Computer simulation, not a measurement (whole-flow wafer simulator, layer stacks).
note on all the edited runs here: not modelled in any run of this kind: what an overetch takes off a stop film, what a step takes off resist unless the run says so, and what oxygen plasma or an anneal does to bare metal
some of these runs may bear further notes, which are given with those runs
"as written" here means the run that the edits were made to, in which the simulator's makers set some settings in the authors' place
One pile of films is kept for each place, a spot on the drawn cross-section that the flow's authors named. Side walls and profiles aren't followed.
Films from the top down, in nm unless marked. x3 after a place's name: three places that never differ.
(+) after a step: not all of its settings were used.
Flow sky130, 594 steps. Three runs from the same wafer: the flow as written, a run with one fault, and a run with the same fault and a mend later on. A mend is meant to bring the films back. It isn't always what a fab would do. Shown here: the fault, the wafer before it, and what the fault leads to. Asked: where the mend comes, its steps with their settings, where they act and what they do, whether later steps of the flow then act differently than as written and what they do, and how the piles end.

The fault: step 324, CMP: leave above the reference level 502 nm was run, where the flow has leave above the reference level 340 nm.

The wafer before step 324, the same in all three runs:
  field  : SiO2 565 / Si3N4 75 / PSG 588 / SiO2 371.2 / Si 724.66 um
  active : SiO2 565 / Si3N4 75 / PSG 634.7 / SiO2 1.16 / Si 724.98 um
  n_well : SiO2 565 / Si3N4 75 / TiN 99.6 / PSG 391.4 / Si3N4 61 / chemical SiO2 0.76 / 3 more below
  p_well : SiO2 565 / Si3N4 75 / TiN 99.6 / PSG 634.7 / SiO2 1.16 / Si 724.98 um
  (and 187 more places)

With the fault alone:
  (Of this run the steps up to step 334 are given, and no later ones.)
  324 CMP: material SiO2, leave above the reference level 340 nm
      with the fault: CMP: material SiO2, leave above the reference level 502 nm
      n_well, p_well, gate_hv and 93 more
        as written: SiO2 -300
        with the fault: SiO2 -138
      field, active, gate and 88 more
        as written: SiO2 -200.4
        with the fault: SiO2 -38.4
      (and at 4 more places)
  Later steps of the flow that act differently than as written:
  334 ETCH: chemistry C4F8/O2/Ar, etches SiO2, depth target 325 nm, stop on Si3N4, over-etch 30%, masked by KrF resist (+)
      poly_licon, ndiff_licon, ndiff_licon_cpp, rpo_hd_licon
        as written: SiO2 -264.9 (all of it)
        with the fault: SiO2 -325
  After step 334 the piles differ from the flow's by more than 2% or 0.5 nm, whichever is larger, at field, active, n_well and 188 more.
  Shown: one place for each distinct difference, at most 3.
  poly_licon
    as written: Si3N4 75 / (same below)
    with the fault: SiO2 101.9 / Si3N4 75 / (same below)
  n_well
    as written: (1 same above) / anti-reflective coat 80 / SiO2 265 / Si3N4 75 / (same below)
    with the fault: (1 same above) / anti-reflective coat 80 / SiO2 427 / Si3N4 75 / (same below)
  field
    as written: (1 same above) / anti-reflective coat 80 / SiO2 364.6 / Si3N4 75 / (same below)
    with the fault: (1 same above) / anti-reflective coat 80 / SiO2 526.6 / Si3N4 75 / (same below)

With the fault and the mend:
  The mend comes after step 324.
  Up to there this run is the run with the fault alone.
  324a CMP: material SiO2, leave above the reference level 340 nm (the flow's step 324 once more)
      field, active, n_well and 188 more
        SiO2 -162
  No later step of the flow acts differently than as written at any place that is followed.
  At the end the piles are the same as the flow's at every place that both follow.
